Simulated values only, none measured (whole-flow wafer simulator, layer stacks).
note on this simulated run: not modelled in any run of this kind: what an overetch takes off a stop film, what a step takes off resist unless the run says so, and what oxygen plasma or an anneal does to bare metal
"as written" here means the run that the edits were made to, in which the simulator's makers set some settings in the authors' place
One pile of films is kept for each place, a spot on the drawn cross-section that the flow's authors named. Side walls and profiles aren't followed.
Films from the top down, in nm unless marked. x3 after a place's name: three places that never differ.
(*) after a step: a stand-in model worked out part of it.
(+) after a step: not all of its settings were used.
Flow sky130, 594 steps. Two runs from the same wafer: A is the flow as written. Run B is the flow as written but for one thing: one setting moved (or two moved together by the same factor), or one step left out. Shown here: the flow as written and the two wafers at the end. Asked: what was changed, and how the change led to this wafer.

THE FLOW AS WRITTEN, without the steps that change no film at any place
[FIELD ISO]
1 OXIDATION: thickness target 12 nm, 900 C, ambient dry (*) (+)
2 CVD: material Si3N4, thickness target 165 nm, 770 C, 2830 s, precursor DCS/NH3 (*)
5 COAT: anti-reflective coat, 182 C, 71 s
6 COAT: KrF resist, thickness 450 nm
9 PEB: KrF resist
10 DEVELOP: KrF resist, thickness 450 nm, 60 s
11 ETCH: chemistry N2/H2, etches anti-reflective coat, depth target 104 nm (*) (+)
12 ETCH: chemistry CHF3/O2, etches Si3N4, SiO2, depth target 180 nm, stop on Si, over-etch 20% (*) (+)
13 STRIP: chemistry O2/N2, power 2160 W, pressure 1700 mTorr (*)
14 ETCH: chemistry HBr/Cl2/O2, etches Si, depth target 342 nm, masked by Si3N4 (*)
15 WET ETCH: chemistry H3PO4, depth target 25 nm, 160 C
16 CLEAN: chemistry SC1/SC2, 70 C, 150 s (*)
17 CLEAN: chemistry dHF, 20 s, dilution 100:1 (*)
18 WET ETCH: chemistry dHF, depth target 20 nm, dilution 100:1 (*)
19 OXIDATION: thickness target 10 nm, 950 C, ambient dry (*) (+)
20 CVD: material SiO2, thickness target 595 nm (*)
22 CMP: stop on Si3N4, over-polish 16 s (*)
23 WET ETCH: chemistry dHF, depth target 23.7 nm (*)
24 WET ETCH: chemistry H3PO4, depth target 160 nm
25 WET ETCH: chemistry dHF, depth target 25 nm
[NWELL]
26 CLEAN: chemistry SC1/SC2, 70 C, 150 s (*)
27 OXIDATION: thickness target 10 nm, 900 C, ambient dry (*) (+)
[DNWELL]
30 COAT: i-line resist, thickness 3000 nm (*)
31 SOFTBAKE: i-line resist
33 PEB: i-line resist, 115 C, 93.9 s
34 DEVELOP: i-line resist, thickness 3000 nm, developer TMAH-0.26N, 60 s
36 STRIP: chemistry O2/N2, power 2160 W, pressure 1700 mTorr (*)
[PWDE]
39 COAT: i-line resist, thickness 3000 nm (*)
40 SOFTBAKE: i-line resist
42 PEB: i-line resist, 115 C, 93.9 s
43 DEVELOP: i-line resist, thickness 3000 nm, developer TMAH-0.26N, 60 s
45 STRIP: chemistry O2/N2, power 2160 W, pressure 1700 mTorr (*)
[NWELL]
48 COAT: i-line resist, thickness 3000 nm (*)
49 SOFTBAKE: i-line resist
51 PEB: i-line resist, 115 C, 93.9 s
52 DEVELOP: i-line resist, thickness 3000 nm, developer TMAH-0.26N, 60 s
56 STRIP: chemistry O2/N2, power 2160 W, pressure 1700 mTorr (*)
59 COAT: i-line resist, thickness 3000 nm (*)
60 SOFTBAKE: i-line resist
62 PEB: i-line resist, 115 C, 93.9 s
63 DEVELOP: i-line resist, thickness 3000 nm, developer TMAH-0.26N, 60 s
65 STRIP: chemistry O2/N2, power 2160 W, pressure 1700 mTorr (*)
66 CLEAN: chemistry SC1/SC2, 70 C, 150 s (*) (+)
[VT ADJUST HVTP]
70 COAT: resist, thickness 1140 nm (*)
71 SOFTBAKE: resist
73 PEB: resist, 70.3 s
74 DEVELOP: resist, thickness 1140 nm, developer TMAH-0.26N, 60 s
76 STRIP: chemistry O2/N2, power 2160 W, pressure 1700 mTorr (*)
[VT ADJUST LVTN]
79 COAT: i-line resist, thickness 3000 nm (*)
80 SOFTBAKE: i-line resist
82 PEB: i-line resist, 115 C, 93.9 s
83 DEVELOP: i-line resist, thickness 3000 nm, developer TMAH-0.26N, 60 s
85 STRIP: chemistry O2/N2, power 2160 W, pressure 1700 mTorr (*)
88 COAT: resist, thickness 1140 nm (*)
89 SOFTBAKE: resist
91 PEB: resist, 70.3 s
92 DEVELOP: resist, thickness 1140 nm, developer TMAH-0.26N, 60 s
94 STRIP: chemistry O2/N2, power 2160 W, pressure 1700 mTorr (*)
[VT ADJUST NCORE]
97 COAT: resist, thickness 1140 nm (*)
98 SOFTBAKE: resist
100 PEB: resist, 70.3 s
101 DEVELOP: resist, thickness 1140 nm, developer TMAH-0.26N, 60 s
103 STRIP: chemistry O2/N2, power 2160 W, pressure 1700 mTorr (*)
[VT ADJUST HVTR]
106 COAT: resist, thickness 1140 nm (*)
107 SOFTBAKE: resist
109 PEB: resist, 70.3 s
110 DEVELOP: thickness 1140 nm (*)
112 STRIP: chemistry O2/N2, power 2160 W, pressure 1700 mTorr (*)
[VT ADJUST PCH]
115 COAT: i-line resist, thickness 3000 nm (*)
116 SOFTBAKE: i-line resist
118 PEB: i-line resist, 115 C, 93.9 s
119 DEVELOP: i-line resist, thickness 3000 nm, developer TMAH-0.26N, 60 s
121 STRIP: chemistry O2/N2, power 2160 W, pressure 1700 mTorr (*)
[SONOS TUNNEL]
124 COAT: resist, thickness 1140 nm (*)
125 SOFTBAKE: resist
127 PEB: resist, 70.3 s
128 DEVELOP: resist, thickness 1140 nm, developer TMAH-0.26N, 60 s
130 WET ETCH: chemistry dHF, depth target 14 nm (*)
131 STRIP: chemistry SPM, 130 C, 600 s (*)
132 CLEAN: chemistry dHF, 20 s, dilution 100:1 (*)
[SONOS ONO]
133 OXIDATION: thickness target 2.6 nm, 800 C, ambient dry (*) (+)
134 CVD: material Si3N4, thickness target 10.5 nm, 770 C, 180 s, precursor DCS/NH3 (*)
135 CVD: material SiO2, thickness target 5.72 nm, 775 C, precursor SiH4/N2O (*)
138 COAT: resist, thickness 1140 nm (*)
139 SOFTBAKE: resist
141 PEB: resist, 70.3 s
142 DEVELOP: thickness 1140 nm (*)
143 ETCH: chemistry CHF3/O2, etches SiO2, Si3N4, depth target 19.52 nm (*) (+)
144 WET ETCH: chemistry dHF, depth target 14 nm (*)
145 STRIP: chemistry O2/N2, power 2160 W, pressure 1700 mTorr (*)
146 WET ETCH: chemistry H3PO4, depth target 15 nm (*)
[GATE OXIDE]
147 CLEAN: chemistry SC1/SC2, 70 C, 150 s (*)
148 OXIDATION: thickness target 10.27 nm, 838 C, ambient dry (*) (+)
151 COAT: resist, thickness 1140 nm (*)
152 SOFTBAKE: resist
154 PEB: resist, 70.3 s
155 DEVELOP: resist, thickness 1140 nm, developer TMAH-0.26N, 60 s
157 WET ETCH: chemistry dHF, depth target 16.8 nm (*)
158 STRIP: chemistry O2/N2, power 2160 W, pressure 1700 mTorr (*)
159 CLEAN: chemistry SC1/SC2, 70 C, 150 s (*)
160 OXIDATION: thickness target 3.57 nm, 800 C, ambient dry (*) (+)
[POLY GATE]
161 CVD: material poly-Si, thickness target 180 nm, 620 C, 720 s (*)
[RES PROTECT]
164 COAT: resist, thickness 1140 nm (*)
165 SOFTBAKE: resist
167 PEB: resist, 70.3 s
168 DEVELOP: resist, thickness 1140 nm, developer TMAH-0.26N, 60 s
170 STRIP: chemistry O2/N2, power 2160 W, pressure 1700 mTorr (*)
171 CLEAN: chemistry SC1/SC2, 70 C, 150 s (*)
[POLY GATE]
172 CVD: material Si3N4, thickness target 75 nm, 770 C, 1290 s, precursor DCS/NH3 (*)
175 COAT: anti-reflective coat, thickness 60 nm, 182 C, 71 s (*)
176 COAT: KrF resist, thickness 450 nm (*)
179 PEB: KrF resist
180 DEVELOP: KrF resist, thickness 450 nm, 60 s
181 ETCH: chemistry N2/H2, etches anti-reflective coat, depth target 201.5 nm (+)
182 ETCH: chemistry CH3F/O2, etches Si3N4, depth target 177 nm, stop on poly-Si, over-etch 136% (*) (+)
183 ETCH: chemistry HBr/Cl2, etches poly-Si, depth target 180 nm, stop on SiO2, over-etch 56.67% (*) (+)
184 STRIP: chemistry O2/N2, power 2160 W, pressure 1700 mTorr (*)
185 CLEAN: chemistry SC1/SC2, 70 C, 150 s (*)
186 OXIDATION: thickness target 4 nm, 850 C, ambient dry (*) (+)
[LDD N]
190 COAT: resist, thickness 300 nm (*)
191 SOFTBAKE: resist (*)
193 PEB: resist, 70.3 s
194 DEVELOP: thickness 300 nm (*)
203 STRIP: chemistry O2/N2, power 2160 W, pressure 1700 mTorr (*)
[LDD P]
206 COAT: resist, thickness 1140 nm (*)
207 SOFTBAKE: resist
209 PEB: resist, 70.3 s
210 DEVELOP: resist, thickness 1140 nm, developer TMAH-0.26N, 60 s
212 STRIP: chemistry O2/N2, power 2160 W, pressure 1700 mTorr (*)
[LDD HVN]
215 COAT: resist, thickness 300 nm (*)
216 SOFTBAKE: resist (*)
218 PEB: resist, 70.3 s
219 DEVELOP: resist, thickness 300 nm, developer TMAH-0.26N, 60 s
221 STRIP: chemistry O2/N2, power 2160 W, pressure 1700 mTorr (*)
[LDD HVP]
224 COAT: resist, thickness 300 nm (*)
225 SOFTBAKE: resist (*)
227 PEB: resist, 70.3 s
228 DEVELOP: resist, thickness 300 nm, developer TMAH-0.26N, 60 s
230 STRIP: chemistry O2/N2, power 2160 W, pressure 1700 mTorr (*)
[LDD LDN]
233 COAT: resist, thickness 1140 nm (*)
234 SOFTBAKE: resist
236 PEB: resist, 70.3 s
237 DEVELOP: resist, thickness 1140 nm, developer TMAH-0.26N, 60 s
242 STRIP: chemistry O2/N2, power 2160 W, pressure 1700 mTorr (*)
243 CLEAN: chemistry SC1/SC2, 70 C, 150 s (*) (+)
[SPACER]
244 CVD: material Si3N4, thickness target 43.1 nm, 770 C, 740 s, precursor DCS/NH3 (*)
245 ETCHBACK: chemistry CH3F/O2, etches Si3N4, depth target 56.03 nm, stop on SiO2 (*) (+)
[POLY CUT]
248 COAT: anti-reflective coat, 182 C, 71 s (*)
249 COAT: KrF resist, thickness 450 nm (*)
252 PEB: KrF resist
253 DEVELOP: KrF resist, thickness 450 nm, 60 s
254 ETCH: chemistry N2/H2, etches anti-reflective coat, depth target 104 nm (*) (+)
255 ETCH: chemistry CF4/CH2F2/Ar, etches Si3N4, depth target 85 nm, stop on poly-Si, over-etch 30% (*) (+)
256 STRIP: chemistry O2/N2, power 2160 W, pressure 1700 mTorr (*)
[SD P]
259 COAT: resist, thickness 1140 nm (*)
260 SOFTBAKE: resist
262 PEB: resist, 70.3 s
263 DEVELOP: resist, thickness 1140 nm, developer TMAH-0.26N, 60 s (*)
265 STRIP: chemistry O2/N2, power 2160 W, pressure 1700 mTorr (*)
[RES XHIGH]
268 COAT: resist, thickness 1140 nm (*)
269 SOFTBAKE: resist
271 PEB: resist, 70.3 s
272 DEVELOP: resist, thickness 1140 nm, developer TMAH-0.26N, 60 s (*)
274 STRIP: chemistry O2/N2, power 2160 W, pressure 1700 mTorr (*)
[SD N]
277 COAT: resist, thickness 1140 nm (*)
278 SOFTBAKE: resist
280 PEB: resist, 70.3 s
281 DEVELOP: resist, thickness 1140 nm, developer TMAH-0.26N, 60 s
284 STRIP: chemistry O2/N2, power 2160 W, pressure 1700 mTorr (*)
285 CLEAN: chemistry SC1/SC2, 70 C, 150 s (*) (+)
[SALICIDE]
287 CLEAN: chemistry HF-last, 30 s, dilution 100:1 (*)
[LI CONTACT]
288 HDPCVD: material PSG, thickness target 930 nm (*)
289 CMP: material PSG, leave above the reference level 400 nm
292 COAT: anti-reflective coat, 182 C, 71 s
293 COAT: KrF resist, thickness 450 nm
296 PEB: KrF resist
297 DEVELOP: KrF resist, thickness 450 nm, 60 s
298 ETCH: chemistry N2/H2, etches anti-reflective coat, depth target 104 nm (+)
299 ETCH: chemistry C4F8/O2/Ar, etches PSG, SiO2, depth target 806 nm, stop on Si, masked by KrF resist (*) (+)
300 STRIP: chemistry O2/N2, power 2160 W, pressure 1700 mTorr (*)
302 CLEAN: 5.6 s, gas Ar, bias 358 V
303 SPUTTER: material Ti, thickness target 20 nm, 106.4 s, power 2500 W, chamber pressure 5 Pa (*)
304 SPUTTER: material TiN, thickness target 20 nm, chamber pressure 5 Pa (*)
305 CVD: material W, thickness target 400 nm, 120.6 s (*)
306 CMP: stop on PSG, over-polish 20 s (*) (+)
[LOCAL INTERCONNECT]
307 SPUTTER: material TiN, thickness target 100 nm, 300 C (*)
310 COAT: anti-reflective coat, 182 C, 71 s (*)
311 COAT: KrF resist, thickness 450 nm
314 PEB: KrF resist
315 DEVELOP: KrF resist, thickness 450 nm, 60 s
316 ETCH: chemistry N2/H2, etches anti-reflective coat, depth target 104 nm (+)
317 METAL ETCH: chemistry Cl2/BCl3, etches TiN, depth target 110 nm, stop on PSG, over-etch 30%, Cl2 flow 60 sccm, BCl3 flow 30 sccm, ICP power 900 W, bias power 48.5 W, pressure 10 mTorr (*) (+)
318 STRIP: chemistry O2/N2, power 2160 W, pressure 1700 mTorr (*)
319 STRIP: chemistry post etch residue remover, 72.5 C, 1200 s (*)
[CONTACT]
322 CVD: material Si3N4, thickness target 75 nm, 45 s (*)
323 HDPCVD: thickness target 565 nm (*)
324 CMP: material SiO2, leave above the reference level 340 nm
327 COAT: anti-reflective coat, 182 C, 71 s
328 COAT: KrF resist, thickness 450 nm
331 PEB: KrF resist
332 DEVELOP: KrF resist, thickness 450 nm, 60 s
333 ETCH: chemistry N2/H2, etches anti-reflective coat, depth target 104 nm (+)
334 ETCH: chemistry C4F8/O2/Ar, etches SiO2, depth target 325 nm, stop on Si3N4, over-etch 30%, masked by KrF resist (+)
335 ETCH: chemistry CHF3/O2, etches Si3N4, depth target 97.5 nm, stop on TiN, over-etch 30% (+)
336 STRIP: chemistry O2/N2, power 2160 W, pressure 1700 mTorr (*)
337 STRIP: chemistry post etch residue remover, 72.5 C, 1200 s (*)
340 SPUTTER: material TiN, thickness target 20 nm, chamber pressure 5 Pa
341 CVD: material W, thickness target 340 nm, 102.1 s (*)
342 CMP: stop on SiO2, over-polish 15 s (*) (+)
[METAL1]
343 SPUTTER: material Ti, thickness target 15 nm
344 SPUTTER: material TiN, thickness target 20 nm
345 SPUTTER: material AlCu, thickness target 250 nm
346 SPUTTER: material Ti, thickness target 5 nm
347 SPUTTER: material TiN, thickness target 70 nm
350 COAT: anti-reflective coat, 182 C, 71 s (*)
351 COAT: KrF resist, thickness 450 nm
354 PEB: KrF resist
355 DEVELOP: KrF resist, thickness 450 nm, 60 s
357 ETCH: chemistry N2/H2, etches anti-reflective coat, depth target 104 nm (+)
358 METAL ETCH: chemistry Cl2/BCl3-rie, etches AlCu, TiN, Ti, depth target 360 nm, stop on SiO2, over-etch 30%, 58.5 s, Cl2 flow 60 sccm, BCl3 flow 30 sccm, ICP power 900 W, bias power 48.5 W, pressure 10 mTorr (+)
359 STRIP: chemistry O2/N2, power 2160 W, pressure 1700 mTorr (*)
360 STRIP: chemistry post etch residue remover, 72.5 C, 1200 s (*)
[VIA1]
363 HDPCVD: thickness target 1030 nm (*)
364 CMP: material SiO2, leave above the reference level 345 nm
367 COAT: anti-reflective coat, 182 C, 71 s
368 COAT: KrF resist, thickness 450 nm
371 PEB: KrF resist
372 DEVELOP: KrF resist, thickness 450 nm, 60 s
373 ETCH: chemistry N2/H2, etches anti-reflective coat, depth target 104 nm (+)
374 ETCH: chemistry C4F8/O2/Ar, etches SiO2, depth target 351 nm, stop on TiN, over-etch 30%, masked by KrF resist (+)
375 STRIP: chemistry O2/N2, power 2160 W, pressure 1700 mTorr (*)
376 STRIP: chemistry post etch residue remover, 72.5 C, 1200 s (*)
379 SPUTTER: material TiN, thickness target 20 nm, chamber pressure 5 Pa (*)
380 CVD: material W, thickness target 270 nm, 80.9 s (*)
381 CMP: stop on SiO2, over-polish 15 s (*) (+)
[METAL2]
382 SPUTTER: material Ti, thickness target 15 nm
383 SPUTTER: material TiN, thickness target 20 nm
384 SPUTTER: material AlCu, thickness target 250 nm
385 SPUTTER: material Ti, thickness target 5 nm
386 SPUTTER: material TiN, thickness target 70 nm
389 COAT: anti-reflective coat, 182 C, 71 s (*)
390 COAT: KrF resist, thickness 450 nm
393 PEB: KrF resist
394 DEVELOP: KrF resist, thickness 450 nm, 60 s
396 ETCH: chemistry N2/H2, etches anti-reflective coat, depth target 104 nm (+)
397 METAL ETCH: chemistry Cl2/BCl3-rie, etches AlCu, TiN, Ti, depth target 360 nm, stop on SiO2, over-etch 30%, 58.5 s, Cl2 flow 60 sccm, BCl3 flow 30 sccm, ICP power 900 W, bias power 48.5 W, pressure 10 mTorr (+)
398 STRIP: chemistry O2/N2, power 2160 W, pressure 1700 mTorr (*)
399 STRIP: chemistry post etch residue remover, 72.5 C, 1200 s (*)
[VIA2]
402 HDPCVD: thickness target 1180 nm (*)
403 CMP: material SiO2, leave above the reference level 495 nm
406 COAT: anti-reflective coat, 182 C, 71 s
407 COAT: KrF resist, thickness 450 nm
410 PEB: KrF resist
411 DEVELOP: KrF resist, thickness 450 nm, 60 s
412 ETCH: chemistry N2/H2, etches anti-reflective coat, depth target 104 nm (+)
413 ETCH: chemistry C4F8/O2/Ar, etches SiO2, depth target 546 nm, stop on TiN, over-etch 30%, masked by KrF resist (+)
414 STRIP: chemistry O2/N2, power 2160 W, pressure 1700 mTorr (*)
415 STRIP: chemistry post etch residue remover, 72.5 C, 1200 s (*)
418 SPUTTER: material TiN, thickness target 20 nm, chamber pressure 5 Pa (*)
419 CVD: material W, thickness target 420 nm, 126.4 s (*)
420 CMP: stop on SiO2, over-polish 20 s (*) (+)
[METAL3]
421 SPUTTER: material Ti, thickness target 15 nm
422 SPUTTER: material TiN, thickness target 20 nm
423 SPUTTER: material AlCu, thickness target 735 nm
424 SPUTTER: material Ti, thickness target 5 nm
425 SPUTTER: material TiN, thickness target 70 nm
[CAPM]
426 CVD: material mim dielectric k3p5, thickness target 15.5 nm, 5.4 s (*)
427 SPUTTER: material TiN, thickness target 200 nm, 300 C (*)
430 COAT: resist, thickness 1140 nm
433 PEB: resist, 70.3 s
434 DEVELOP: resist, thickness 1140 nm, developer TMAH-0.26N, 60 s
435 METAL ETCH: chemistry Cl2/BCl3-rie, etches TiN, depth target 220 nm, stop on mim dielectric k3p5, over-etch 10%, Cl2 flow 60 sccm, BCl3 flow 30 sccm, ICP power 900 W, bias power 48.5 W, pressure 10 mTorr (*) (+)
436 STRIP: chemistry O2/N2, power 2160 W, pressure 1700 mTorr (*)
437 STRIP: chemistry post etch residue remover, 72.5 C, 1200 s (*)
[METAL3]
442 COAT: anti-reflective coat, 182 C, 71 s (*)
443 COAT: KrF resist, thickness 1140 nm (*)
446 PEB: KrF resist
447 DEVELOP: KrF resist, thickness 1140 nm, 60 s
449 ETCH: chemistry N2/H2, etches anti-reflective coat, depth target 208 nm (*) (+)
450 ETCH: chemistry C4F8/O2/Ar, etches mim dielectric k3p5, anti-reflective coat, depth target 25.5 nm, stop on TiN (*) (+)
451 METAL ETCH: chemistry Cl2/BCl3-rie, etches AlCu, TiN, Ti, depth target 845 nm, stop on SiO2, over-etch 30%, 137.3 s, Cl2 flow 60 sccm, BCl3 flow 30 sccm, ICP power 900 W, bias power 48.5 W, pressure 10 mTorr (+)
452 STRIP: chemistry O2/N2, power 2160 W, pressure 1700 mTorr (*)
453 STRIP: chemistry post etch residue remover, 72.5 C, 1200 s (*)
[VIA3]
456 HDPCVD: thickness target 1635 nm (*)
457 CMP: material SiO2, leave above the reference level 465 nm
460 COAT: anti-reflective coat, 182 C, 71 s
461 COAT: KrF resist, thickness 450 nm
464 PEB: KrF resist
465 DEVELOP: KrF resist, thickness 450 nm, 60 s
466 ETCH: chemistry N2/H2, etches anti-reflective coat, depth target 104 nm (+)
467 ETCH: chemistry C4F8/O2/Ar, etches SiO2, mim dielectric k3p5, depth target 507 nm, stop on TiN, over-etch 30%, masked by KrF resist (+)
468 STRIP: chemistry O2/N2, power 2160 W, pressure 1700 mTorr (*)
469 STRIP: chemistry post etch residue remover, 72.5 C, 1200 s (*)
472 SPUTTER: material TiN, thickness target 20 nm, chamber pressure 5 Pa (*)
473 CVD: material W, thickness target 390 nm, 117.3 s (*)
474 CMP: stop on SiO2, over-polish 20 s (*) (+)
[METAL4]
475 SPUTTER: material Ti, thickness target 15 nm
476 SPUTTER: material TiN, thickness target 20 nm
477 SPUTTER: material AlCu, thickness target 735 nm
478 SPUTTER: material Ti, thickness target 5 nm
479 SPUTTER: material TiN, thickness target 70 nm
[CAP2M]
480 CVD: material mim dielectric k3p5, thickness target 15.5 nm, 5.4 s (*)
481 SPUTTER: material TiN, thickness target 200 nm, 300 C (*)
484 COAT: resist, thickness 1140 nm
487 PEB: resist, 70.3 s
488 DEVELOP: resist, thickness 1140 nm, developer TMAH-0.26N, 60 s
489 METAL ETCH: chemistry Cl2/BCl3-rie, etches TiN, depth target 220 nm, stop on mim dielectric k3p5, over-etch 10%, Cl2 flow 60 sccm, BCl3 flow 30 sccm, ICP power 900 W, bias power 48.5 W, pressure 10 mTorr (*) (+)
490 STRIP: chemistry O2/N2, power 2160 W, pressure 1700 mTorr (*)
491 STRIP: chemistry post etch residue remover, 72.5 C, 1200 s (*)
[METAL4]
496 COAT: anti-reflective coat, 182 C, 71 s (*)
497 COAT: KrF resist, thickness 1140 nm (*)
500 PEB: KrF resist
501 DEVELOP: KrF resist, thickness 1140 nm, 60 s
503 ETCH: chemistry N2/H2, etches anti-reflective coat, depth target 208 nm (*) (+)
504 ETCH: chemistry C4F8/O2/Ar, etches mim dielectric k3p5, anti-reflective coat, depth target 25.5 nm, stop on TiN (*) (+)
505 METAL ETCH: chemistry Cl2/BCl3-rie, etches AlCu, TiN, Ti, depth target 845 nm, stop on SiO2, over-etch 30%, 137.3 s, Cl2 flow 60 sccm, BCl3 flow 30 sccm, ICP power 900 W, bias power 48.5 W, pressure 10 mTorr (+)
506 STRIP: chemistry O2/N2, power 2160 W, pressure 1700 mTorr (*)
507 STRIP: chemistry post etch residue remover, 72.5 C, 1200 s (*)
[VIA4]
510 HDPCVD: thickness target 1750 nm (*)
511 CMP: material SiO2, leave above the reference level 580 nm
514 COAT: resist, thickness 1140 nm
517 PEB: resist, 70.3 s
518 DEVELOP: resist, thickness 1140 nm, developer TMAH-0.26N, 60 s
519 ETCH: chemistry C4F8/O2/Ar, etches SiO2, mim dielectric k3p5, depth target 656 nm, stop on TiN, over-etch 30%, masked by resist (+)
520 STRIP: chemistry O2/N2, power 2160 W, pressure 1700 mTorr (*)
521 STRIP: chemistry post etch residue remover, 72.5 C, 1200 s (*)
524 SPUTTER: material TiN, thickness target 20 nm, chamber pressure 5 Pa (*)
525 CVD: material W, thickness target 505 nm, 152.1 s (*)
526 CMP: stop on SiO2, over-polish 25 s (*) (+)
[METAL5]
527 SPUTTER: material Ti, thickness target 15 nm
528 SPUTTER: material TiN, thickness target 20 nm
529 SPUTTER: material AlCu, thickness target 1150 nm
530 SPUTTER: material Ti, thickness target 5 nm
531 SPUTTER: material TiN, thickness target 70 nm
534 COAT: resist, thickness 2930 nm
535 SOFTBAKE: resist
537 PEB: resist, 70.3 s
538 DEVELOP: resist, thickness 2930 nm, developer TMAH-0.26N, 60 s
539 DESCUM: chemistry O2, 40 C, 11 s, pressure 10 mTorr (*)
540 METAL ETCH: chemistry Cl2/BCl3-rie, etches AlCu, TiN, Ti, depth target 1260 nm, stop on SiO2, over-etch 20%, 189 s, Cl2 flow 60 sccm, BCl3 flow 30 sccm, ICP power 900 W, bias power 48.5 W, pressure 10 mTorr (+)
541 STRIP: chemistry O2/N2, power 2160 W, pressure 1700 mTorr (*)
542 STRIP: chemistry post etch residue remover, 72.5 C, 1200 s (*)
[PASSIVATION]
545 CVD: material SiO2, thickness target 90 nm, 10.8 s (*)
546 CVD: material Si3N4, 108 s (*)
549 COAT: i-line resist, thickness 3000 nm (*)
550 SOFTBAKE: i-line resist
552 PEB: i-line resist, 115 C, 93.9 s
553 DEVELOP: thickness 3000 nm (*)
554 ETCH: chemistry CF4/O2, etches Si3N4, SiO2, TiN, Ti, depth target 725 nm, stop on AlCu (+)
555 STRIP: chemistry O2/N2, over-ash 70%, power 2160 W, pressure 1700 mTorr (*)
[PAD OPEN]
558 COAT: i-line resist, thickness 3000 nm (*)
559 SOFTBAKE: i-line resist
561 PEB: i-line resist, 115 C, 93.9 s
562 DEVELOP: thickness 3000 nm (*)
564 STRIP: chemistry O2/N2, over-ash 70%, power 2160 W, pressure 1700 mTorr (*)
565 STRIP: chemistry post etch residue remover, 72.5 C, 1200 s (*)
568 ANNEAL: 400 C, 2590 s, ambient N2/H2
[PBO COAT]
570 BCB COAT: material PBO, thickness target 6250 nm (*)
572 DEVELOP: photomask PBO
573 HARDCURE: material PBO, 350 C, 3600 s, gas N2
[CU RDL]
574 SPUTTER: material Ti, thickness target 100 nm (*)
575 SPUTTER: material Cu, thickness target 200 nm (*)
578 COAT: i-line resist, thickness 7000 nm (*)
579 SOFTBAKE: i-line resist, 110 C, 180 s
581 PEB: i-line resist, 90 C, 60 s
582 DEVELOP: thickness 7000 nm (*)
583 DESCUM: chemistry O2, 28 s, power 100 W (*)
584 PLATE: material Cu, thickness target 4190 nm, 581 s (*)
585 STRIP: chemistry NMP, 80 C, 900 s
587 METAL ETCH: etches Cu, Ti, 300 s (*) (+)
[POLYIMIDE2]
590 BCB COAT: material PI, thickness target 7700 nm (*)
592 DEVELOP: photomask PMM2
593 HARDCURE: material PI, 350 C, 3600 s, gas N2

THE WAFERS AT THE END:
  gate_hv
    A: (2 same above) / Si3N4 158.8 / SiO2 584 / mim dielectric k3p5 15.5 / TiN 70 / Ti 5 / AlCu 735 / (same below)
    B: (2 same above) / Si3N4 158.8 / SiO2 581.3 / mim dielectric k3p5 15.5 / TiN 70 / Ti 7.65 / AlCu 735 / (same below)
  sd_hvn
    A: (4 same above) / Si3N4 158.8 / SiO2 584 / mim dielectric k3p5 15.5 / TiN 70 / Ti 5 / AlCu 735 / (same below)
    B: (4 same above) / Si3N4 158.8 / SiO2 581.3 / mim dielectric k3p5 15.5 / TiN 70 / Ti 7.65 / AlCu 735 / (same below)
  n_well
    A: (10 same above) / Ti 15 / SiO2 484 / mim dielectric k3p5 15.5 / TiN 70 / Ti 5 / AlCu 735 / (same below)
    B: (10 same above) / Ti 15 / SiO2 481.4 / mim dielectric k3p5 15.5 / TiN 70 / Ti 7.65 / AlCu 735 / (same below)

The cause: step 478, SPUTTER: thickness target 7.65 nm was run, where the flow has thickness target 5 nm.
It can be read off the wafer: gate_hv has Ti 7.65, and step 478 as written asks for 5 nm.

How the change led to this, step by step:
  478 SPUTTER: material Ti, thickness target 5 nm
      field, active, n_well and 189 more: A Ti +5 (new film) | B Ti +7.65 (new film)
  505 METAL ETCH: chemistry Cl2/BCl3-rie, etches AlCu, TiN, Ti, depth target 845 nm, stop on SiO2, over-etch 30%, 137.3 s, Cl2 flow 60 sccm, BCl3 flow 30 sccm, ICP power 900 W, bias power 48.5 W, pressure 10 mTorr (+)
      field, gate, spacer and 68 more: A TiN -70 (all of it), Ti -5 (all of it), AlCu -735 (all of it), TiN -20 (all of it), Ti -15 (all of it), SiO2 -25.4 | B TiN -70 (all of it), Ti -7.65 (all of it), AlCu -735 (all of it), TiN -20 (all of it), Ti -15 (all of it), SiO2 -25.1
      active, vpp_iso1, mim_edge_plate and 14 more: A TiN -70 (all of it), Ti -5 (all of it), AlCu -735 (all of it), TiN -20 (all of it), Ti -15 (all of it), SiO2 -25.3 | B TiN -70 (all of it), Ti -7.65 (all of it), AlCu -735 (all of it), TiN -20 (all of it), Ti -15 (all of it), SiO2 -25.1
